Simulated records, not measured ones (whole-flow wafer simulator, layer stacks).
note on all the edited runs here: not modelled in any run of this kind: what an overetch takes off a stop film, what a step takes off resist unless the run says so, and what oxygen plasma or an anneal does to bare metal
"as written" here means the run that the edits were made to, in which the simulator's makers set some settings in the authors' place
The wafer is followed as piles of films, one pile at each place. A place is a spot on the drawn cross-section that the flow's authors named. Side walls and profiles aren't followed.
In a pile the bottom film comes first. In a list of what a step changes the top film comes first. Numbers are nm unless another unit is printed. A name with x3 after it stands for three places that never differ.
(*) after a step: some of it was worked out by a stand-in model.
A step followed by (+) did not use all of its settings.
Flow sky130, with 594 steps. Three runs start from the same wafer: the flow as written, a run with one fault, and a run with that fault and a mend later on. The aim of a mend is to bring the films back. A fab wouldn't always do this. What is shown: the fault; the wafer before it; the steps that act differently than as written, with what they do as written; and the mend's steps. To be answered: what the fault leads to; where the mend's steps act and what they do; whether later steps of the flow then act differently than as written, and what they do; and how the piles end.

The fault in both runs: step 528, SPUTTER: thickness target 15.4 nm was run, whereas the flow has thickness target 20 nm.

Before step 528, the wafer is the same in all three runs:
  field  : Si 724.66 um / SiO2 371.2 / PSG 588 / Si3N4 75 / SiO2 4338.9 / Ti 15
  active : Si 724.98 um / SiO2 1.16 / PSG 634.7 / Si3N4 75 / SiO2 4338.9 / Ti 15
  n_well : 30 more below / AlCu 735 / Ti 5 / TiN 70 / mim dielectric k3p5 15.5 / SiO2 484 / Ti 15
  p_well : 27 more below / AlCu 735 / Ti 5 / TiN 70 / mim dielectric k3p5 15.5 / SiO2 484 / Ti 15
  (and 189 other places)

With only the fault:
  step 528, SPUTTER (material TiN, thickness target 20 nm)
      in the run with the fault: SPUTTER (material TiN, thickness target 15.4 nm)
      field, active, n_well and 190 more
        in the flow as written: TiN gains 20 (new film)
        in the run with the fault: TiN gains 15.4 (new film)
  Later steps of the flow acting differently than as written (not shown: 19 more steps that differ only slightly, by at most 2% or 0.5 nm, whichever is larger):
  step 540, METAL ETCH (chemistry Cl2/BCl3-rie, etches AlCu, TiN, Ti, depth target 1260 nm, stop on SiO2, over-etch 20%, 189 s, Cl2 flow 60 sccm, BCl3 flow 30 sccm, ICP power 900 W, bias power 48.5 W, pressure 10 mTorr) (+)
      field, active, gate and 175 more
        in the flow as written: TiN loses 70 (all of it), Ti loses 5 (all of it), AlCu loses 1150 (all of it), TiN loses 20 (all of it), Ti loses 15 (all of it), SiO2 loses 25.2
        in the run with the fault: TiN loses 70 (all of it), Ti loses 5 (all of it), AlCu loses 1150 (all of it), TiN loses 15.4 (all of it), Ti loses 15 (all of it), SiO2 loses 25.7
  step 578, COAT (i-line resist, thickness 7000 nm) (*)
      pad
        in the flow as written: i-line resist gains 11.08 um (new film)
        in the run with the fault: i-line resist gains 11.09 um (new film)
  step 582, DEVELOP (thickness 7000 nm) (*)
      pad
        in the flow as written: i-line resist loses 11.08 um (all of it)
        in the run with the fault: i-line resist loses 11.09 um (all of it)
  The piles end different from the flow's at n_well, p_well, sd_n and 12 more by more than 2% or 0.5 nm, whichever is larger.
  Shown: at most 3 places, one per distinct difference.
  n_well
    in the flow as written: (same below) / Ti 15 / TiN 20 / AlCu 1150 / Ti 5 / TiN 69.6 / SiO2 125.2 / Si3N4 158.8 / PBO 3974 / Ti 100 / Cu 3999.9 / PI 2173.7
    in the run with the fault: (same below) / Ti 15 / TiN 15.4 / AlCu 1150 / Ti 5 / TiN 69.6 / SiO2 125.2 / Si3N4 158.8 / PBO 3977.3 / Ti 100 / Cu 3999.9 / PI 2174.2
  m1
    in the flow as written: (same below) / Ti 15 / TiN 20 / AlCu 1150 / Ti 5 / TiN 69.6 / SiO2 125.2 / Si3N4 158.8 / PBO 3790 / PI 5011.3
    in the run with the fault: (same below) / Ti 15 / TiN 15.4 / AlCu 1150 / Ti 5 / TiN 69.6 / SiO2 125.2 / Si3N4 158.8 / PBO 3793.8 / PI 5011.5
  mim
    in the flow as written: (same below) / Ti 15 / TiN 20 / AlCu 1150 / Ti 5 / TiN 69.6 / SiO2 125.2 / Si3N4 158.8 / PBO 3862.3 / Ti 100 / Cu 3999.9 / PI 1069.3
    in the run with the fault: (same below) / Ti 15 / TiN 15.4 / AlCu 1150 / Ti 5 / TiN 69.6 / SiO2 125.2 / Si3N4 158.8 / PBO 3865.8 / Ti 100 / Cu 3999.9 / PI 1069.7

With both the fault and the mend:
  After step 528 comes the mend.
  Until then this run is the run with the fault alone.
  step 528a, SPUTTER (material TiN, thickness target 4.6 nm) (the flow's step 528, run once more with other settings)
      field, active, n_well and 190 more
        TiN gains 4.6
  Every later step of the flow that is run acts as written at every place that is followed.
  At every place that both follow, the piles at the end match the flow's.
